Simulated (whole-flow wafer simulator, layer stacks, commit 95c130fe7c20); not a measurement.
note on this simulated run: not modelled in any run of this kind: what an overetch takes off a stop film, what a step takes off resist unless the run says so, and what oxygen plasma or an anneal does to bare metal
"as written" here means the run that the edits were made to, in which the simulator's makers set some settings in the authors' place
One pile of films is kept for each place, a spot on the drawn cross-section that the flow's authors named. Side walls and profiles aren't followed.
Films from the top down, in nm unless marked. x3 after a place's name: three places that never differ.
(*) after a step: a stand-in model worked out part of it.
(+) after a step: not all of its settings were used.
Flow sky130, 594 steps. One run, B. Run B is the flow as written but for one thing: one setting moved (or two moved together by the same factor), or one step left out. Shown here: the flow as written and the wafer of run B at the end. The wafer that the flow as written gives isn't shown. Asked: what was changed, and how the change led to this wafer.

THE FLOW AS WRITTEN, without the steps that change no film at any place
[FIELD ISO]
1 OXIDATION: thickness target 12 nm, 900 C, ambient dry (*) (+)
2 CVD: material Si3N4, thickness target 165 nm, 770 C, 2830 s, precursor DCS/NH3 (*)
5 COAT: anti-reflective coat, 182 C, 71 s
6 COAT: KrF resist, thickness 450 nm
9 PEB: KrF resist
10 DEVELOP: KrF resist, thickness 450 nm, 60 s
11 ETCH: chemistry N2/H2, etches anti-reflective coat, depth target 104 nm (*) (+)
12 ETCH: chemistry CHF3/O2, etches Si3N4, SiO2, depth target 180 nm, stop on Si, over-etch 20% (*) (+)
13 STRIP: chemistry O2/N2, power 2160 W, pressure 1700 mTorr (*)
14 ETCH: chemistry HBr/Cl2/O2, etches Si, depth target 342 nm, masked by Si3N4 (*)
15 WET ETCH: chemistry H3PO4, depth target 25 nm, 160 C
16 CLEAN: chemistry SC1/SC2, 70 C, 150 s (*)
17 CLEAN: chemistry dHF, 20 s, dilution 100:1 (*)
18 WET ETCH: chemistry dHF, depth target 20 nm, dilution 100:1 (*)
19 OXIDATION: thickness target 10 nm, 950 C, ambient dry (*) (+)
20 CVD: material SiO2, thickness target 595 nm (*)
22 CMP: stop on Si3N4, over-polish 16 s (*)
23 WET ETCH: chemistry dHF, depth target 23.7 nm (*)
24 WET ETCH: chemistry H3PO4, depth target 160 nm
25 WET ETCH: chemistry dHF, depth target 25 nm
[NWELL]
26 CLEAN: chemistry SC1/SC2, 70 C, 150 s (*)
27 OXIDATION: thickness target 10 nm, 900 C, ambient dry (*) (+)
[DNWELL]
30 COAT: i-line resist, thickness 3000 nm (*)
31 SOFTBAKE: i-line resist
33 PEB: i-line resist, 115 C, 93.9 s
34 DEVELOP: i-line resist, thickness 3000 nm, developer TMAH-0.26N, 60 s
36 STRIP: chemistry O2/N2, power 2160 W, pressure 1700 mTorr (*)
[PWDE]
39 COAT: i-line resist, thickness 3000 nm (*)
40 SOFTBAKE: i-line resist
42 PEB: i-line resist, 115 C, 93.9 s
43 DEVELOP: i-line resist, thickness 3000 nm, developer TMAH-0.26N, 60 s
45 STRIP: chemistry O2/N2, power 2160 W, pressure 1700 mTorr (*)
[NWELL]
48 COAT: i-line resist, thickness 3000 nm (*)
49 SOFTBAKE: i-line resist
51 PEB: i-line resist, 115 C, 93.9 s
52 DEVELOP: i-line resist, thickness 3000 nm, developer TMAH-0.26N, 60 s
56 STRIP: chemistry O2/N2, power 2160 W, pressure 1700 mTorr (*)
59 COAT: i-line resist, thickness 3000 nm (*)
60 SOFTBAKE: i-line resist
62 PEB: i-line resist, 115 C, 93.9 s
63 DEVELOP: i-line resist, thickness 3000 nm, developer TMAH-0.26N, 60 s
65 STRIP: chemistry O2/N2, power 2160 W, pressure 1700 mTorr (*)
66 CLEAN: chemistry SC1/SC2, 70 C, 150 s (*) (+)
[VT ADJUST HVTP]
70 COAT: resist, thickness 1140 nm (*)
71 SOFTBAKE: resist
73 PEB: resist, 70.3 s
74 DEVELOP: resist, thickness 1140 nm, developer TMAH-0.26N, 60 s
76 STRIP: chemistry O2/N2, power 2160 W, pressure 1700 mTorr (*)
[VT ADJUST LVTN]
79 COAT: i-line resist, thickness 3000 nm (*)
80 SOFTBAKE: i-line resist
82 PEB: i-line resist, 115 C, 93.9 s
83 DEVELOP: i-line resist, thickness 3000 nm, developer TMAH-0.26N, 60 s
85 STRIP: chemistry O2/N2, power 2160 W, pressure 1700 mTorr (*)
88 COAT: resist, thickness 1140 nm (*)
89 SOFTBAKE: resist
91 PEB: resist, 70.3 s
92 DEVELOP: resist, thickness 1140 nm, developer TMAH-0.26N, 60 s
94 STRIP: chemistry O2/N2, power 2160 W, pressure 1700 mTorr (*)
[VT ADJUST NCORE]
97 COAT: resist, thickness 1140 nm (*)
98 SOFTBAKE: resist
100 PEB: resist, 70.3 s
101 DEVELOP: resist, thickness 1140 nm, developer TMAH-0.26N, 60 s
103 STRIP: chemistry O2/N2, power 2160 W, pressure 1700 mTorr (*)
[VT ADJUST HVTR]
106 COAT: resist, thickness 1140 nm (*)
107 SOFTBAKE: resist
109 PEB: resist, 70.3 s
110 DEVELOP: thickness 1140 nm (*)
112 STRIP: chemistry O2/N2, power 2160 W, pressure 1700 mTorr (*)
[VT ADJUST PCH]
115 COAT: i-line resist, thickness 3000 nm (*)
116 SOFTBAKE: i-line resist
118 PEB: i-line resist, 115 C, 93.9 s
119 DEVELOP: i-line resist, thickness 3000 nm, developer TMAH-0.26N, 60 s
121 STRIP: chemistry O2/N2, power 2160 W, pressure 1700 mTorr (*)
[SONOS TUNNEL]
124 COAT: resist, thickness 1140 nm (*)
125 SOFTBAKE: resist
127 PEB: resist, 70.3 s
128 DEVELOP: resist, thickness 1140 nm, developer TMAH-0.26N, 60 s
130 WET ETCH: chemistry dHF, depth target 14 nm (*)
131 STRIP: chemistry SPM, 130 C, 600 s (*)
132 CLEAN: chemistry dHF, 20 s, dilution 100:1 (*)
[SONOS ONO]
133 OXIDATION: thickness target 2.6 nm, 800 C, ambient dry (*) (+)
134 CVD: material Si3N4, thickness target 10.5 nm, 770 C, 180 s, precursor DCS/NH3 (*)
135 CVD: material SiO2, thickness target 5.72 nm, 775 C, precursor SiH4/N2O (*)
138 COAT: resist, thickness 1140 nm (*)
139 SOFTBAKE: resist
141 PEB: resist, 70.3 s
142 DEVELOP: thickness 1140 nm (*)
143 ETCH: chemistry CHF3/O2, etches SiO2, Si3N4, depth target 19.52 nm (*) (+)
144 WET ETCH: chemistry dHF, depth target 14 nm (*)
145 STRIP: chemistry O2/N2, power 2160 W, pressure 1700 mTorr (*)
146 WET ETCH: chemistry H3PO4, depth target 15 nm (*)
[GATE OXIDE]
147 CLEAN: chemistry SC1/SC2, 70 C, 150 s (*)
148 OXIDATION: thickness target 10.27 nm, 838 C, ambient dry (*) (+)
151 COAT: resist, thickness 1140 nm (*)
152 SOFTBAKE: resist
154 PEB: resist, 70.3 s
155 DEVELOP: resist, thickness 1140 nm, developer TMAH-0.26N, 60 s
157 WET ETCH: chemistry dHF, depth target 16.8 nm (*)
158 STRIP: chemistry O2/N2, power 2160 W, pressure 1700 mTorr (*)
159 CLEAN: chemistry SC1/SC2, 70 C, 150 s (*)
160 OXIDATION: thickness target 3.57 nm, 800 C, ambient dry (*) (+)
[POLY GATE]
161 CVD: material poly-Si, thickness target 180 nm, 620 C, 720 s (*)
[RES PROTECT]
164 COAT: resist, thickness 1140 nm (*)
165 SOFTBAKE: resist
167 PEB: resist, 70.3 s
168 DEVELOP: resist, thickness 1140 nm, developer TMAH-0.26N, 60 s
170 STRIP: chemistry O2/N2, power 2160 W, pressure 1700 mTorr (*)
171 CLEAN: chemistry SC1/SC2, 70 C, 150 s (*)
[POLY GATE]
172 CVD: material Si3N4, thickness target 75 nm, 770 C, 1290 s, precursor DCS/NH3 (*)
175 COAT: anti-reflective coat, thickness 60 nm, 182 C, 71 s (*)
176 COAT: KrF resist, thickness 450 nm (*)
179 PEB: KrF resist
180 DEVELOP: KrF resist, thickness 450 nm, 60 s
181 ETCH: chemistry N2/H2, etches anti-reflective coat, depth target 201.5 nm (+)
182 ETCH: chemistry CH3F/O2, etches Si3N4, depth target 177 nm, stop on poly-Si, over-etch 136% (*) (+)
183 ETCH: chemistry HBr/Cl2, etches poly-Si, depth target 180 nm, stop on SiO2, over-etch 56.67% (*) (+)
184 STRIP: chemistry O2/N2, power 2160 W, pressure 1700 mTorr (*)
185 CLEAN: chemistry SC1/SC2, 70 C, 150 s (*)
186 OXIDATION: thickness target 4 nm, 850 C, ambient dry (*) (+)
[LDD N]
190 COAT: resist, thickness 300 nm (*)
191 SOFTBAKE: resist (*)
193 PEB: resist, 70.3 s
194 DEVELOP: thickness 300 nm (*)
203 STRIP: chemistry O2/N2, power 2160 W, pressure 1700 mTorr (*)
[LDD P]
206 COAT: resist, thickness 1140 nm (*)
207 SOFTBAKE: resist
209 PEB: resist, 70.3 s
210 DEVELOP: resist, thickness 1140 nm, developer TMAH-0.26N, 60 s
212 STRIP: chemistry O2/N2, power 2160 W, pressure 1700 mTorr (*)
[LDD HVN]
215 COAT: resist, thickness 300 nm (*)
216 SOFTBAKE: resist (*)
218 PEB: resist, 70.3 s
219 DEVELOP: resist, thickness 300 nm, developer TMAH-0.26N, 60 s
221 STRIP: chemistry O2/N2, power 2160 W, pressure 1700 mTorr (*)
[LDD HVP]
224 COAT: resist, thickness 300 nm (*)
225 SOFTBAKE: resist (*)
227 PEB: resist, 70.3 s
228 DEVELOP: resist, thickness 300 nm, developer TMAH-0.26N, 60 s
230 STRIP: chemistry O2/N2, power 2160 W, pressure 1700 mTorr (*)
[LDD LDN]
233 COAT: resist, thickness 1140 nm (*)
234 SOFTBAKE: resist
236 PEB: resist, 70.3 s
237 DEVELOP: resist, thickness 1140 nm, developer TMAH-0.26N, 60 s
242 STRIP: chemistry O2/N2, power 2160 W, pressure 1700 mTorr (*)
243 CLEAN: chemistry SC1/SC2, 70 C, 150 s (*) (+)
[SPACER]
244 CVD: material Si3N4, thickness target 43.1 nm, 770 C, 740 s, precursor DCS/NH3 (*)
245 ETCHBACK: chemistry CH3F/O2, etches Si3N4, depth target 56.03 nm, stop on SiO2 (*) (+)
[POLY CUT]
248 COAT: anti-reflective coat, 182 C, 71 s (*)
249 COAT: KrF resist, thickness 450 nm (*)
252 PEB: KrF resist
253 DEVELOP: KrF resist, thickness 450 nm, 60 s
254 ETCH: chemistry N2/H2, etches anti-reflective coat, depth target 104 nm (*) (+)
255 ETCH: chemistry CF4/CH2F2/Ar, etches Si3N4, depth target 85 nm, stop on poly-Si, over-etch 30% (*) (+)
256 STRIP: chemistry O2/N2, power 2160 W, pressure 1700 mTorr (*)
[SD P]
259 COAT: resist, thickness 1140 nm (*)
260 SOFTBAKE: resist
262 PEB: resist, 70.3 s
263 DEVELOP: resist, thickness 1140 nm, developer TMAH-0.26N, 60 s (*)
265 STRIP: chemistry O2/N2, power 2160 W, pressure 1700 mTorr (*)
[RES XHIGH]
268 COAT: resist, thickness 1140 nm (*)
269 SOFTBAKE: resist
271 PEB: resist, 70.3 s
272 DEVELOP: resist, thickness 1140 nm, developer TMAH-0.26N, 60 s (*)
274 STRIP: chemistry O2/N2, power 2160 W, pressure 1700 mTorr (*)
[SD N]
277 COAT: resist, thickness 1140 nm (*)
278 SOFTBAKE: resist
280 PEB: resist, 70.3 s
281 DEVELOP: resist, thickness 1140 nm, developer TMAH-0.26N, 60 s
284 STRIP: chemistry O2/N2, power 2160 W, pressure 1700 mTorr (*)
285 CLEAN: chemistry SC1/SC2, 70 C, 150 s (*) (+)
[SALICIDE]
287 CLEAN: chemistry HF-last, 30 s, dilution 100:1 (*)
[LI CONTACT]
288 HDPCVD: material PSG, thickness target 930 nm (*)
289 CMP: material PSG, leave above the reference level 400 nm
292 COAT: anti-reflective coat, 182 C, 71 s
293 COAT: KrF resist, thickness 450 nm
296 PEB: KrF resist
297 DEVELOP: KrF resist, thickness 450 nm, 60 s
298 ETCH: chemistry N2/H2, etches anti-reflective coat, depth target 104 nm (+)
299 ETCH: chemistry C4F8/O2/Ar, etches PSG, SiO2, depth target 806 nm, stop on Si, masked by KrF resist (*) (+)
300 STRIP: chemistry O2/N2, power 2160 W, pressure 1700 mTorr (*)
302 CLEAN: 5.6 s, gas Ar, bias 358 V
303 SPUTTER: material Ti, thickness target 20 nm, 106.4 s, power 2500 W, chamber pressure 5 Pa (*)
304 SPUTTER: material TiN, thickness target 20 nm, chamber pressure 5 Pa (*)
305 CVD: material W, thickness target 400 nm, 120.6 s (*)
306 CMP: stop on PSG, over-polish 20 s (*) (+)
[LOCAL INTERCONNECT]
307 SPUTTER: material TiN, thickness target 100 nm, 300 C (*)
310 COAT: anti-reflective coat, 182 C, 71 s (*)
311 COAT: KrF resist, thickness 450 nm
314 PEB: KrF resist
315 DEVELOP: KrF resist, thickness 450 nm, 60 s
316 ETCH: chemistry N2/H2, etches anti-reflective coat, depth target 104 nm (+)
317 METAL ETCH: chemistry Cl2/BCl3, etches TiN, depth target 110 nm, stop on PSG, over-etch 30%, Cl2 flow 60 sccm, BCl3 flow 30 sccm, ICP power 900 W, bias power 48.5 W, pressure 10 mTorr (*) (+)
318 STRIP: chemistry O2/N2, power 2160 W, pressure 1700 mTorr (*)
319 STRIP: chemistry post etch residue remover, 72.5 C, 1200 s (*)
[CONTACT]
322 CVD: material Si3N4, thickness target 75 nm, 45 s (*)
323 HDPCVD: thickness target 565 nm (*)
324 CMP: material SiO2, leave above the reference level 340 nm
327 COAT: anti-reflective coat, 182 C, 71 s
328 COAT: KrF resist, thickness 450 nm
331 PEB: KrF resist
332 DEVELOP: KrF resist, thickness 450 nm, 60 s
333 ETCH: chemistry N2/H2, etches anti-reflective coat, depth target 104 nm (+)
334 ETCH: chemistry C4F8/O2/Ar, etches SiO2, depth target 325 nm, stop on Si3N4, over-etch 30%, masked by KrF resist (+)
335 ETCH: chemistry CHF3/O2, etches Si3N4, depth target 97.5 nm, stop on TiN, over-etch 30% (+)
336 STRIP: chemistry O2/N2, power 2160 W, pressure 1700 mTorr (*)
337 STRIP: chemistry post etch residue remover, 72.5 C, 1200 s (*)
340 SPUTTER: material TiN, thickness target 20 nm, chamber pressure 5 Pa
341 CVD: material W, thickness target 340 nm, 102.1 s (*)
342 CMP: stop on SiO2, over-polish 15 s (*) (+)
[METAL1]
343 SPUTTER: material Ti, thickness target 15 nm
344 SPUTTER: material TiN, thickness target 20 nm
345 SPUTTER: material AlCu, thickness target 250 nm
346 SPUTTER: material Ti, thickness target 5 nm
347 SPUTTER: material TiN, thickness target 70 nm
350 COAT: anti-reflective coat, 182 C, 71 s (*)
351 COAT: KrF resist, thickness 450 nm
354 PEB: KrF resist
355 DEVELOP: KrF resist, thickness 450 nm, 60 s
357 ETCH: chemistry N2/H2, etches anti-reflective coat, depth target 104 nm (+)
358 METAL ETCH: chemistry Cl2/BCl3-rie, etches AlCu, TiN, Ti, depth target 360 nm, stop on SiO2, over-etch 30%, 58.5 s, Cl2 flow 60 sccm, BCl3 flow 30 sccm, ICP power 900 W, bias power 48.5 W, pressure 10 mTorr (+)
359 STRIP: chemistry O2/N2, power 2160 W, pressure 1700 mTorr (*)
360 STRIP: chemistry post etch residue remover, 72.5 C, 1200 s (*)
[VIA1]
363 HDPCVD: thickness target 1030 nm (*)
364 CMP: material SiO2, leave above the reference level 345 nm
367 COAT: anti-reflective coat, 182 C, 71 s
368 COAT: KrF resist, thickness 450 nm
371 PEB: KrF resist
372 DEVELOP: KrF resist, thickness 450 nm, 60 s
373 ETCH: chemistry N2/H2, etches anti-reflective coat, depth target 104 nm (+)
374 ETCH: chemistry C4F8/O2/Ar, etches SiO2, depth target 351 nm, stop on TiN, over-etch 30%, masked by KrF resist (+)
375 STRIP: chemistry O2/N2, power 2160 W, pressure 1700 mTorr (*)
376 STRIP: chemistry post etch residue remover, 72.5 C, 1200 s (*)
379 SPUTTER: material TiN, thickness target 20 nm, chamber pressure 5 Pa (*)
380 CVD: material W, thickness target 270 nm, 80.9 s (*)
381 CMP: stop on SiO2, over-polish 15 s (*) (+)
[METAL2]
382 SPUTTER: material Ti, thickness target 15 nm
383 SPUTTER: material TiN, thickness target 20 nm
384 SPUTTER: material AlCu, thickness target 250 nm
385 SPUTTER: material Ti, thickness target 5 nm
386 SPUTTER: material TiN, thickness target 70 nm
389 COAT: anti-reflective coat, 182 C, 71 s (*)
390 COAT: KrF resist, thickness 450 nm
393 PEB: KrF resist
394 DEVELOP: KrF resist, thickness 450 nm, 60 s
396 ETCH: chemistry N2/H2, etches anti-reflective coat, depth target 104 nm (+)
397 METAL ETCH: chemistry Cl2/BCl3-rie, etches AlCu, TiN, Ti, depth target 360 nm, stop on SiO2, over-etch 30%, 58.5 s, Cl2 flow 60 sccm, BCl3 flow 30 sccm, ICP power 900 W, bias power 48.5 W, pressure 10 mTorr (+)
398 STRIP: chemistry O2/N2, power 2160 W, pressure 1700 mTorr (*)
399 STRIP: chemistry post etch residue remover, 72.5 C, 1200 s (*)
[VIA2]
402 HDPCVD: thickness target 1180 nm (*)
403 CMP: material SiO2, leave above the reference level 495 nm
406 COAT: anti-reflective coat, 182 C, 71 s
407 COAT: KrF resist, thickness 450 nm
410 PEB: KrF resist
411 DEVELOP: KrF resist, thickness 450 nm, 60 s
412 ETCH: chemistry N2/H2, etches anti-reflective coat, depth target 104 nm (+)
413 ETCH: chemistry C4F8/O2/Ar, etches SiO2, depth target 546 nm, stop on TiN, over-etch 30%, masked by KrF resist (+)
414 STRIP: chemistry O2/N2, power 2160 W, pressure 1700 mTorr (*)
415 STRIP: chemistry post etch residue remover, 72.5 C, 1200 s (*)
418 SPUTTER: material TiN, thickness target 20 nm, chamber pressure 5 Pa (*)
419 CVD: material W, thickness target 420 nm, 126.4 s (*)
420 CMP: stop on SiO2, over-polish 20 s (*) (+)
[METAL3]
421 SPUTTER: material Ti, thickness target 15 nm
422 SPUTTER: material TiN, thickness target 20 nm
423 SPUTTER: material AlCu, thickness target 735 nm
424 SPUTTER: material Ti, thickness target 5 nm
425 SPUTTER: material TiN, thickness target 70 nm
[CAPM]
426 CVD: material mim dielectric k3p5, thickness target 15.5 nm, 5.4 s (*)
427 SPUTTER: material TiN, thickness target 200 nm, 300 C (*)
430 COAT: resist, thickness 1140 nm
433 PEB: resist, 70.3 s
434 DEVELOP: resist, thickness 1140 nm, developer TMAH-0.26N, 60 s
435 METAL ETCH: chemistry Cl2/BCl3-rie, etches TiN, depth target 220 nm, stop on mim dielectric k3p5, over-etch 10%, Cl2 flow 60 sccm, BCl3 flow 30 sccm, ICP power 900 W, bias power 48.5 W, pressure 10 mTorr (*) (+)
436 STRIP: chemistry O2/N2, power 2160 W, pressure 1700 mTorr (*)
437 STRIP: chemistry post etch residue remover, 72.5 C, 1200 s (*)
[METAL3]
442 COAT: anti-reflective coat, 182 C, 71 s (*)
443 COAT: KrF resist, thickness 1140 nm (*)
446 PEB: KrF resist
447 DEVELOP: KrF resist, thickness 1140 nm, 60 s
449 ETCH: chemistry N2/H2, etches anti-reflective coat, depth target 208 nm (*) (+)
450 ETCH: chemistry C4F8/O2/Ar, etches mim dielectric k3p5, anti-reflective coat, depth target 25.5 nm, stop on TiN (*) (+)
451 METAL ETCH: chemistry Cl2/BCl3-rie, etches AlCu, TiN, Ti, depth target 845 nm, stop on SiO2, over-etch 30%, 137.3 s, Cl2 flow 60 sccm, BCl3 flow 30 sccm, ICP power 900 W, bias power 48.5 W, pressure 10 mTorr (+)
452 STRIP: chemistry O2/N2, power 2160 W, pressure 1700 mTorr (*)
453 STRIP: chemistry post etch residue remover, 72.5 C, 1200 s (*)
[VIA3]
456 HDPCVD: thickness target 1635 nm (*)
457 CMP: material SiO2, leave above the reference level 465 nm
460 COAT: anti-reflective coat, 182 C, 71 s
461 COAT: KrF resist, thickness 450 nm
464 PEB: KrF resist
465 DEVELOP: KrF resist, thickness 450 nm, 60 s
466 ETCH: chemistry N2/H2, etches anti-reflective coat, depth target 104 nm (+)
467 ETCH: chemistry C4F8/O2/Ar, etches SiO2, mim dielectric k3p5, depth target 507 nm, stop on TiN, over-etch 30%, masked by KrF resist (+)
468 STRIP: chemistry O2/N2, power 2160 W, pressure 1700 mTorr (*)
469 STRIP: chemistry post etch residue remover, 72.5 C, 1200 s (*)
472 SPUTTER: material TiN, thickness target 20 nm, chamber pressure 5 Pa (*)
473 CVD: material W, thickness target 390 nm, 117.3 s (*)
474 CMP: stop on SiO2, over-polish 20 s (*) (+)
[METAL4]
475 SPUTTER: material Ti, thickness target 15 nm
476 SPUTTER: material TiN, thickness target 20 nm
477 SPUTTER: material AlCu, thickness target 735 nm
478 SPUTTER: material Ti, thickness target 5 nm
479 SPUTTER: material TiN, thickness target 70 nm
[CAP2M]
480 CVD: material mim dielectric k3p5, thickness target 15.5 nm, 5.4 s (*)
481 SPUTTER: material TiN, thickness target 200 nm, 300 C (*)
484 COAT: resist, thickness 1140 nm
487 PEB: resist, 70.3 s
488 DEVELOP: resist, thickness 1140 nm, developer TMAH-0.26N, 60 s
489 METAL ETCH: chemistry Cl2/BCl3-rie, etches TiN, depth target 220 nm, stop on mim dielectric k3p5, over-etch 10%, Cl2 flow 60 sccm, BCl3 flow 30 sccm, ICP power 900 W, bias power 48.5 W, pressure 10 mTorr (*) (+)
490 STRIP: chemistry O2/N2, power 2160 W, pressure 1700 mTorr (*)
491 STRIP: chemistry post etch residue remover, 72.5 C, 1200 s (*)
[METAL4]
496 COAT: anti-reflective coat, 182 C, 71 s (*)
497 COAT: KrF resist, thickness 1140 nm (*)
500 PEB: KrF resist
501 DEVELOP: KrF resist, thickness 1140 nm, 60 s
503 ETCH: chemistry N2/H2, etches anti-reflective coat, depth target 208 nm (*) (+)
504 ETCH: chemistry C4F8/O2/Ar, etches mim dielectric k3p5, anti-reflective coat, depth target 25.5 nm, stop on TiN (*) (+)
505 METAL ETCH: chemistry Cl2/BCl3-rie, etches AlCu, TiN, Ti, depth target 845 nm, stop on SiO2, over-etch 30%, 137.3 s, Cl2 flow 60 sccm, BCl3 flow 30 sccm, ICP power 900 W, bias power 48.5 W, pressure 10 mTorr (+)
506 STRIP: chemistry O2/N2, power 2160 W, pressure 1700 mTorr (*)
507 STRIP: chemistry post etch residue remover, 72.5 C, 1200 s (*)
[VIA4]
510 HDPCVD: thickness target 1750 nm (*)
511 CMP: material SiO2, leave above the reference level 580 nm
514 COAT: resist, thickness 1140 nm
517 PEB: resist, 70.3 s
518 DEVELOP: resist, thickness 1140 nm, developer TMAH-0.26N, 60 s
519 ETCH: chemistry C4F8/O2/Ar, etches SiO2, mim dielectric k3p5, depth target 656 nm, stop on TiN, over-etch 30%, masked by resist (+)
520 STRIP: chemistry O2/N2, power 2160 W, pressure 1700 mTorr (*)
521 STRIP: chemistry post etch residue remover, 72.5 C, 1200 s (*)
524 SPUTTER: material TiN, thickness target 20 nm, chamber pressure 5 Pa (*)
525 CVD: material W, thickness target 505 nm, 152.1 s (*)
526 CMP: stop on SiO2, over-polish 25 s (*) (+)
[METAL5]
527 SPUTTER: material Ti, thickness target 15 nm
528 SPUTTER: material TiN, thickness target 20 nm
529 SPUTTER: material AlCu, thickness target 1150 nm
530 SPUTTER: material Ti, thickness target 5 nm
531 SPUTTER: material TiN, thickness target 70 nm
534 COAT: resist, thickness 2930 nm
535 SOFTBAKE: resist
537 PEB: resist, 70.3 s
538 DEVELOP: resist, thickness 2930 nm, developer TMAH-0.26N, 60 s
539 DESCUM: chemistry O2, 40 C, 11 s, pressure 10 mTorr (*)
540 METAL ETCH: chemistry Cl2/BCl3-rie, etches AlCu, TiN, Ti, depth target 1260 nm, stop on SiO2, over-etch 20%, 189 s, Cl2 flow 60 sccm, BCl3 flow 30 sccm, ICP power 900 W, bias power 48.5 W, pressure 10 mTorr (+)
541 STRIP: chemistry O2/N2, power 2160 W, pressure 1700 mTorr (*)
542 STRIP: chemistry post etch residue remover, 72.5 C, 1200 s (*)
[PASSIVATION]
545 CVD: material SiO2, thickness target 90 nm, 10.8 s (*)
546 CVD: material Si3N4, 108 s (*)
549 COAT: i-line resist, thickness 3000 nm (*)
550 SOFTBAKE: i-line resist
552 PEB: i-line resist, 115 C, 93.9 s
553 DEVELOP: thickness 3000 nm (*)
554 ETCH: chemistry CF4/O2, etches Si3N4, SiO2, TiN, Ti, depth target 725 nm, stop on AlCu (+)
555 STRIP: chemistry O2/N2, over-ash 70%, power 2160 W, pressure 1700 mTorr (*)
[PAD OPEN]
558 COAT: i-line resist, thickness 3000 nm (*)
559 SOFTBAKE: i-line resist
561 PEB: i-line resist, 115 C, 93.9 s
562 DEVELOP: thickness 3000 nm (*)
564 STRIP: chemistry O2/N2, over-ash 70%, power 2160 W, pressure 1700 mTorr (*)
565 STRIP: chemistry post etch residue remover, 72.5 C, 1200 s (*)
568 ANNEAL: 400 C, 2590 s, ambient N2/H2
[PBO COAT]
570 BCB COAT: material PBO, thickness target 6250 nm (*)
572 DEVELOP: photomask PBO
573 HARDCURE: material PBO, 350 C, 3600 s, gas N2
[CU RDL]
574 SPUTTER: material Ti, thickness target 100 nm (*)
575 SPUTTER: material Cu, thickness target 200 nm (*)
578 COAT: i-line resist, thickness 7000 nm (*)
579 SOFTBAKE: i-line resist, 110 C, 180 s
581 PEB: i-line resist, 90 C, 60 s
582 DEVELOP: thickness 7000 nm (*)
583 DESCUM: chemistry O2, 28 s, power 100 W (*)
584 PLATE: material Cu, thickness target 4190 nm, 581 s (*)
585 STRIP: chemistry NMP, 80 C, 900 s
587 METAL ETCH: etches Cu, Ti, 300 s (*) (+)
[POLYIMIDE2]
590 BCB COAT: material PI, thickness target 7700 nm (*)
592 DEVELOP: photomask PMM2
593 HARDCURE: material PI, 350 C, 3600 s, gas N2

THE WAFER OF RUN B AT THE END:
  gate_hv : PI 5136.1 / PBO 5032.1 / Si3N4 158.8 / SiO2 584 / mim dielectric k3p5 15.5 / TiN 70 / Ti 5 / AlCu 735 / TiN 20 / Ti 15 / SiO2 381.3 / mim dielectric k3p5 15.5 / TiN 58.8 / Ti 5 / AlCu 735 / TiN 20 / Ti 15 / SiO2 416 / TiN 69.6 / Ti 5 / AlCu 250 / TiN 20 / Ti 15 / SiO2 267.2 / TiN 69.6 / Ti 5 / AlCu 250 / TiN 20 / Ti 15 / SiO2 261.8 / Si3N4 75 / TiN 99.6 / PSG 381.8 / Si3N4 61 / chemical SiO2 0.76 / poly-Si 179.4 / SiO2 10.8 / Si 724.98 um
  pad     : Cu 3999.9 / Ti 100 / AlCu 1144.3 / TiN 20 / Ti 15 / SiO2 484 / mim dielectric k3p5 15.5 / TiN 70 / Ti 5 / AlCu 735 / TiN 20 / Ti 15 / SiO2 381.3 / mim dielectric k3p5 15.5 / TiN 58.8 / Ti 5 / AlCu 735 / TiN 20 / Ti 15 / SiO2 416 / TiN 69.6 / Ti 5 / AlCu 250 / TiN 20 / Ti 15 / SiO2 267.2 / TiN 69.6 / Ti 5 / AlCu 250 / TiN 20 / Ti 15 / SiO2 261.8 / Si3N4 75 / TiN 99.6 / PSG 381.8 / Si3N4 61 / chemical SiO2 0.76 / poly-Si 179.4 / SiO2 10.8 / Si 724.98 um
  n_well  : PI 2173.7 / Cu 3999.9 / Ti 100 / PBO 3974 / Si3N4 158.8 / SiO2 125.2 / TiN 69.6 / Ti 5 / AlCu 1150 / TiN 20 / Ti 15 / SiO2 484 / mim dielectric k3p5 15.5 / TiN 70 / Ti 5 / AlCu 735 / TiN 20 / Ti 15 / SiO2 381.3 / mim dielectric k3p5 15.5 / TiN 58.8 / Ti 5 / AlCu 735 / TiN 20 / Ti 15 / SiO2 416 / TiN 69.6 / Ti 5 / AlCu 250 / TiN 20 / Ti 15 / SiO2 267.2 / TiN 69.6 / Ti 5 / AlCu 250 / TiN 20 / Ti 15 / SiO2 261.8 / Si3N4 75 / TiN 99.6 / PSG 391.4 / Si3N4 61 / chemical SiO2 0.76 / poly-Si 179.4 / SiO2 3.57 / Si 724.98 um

The cause: step 425, SPUTTER: thickness target 58.8 nm was run, where the flow has thickness target 70 nm.
It can be read off the wafer: gate_hv has TiN 58.8, and step 425 as written asks for 70 nm.

How the change led to this, step by step:
  425 SPUTTER: material TiN, thickness target 70 nm
      field, active, n_well and 188 more: TiN +58.8 (new film) (as written it would be: TiN +70 (new film))
  451 METAL ETCH: chemistry Cl2/BCl3-rie, etches AlCu, TiN, Ti, depth target 845 nm, stop on SiO2, over-etch 30%, 137.3 s, Cl2 flow 60 sccm, BCl3 flow 30 sccm, ICP power 900 W, bias power 48.5 W, pressure 10 mTorr (+)
      field, gate, spacer and 68 more: TiN -58.8 (all of it), Ti -5 (all of it), AlCu -735 (all of it), TiN -20 (all of it), Ti -15 (all of it), SiO2 -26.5 (as written it would be: TiN -70 (all of it), Ti -5 (all of it), AlCu -735 (all of it), TiN -20 (all of it), Ti -15 (all of it), SiO2 -25.4)
      active, vpp_ln, vpp_iso2 and 11 more: TiN -58.8 (all of it), Ti -5 (all of it), AlCu -735 (all of it), TiN -20 (all of it), Ti -15 (all of it), SiO2 -26.5 (as written it would be: TiN -70 (all of it), Ti -5 (all of it), AlCu -735 (all of it), TiN -20 (all of it), Ti -15 (all of it), SiO2 -25.3)
  467 ETCH: chemistry C4F8/O2/Ar, etches SiO2, mim dielectric k3p5, depth target 507 nm, stop on TiN, over-etch 30%, masked by KrF resist (+)
      m1: SiO2 -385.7 (all of it), mim dielectric k3p5 -15.5 (all of it) (as written it would be: SiO2 -374.5 (all of it), mim dielectric k3p5 -15.5 (all of it))
      via3_hole: SiO2 -385.1 (all of it), mim dielectric k3p5 -15.5 (all of it) (as written it would be: SiO2 -373.9 (all of it), mim dielectric k3p5 -15.5 (all of it))
